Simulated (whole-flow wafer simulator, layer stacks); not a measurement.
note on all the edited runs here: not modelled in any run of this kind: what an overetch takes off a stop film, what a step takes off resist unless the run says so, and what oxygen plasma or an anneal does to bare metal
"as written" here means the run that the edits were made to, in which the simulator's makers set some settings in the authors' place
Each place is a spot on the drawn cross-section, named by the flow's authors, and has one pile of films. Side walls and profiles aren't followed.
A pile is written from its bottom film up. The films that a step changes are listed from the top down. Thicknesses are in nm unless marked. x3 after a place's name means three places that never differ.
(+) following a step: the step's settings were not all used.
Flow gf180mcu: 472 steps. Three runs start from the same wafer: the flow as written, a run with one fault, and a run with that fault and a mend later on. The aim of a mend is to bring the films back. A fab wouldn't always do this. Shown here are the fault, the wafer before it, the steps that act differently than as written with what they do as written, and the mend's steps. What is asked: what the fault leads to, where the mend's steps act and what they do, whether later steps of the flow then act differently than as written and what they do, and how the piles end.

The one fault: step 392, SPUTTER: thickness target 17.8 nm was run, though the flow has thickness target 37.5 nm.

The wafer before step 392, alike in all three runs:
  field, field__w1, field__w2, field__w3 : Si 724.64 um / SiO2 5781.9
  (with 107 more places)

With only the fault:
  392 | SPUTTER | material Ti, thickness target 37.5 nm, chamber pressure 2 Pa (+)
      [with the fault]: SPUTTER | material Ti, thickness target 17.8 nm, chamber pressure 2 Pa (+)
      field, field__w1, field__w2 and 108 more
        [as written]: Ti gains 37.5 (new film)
        [with the fault]: Ti gains 17.8 (new film)
  Steps further on in the flow that do not act as written (not shown: 1 more step that differs only slightly, by at most 2% or 0.5 nm, whichever is larger):
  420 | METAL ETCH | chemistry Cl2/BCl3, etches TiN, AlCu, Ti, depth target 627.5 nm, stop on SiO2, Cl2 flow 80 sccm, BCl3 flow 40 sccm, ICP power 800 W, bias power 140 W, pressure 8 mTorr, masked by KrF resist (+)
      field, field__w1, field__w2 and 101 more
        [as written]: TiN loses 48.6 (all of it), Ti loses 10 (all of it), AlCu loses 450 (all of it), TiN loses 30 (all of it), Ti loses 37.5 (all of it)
        [with the fault]: TiN loses 48.6 (all of it), Ti loses 10 (all of it), AlCu loses 450 (all of it), TiN loses 30 (all of it), Ti loses 17.8 (all of it)
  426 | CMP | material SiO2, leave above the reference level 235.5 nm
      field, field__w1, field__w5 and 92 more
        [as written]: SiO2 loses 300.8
        [with the fault]: SiO2 loses 320.5
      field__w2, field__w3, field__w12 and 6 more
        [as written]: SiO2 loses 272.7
        [with the fault]: SiO2 loses 293.3
  The piles end different from the flow's at field__w4, field__w8, contact, m1, m1__w1, mim, mim_1p0, m1_nw by more than 2% or 0.5 nm, whichever is larger.
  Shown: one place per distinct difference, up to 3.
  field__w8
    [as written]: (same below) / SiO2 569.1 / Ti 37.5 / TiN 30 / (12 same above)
    [with the fault]: (same below) / SiO2 569.1 / Ti 17.8 / TiN 30 / (12 same above)
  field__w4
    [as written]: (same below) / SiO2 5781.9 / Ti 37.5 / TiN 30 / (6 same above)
    [with the fault]: (same below) / SiO2 5781.9 / Ti 17.8 / TiN 30 / (6 same above)
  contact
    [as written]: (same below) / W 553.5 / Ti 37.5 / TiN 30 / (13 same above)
    [with the fault]: (same below) / W 553.5 / Ti 17.8 / TiN 30 / (13 same above)

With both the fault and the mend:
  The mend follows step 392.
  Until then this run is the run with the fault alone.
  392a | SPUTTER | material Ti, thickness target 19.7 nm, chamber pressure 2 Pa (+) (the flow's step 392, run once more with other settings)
      field, field__w1, field__w2 and 108 more
        Ti gains 19.7
  Every later step of the flow that is run acts as written at every place that is followed.
  At every place that both follow, the piles at the end match the flow's.
